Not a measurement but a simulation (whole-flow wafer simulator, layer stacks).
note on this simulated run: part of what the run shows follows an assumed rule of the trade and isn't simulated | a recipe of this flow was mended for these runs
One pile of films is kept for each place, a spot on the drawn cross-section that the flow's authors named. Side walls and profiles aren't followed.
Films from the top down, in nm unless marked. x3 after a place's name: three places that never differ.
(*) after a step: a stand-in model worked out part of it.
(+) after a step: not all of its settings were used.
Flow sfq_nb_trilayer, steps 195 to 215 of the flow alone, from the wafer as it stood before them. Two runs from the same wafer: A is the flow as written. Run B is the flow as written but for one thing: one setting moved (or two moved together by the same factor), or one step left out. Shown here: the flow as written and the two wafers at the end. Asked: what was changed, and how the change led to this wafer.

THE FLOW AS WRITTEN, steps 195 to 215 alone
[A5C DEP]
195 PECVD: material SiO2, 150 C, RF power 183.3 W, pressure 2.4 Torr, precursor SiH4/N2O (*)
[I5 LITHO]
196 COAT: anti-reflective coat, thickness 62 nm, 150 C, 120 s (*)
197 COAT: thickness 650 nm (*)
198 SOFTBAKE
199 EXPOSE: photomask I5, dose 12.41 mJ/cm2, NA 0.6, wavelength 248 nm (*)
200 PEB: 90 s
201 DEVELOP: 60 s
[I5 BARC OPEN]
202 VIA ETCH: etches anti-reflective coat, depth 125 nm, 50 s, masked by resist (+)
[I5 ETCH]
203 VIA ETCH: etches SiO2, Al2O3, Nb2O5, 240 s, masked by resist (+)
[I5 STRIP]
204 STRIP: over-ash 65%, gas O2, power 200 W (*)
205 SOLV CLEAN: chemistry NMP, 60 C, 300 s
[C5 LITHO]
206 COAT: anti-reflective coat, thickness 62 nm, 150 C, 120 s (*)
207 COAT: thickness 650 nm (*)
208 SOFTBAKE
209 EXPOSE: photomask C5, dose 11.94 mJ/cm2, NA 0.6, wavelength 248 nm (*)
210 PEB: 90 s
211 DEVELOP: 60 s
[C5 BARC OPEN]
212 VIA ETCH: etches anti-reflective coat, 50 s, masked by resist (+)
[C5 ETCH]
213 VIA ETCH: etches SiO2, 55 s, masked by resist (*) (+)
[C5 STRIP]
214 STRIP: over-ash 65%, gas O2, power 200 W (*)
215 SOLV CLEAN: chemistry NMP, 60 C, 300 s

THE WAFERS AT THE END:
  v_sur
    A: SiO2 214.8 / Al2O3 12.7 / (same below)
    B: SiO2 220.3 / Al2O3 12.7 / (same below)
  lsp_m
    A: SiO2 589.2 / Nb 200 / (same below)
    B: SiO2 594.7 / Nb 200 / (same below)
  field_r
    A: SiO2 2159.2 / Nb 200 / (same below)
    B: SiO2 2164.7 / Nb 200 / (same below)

The cause: step 195, PECVD: pressure 2.09 Torr was run, where the flow has pressure 2.4 Torr.

How the change led to this, step by step:
  195 PECVD: material SiO2, 150 C, RF power 183.3 W, pressure 2.4 Torr, precursor SiH4/N2O (*)
      field_l, v_sur, via_wl and 92 more: A SiO2 +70 | B SiO2 +75.5
      ce_l, c5j, ce_r and 8 more: A SiO2 +70 (new film) | B SiO2 +75.5 (new film)
  203 VIA ETCH: etches SiO2, Al2O3, Nb2O5, 240 s, masked by resist (+)
      be: A SiO2 -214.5 (all of it), Al2O3 -12.7 (all of it), Nb2O5 -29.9 (all of it), Nb -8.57 | B SiO2 -220 (all of it), Al2O3 -12.7 (all of it), Nb2O5 -29.9 (all of it), Nb -8.11
  213 VIA ETCH: etches SiO2, 55 s, masked by resist (*) (+)
      c5j: A SiO2 -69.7 (all of it), Nb -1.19 | B SiO2 -75.2 (all of it), Nb -0.73
      res: A SiO2 -69.7 (all of it), Ti -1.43 | B SiO2 -75.2 (all of it), Ti -0.88
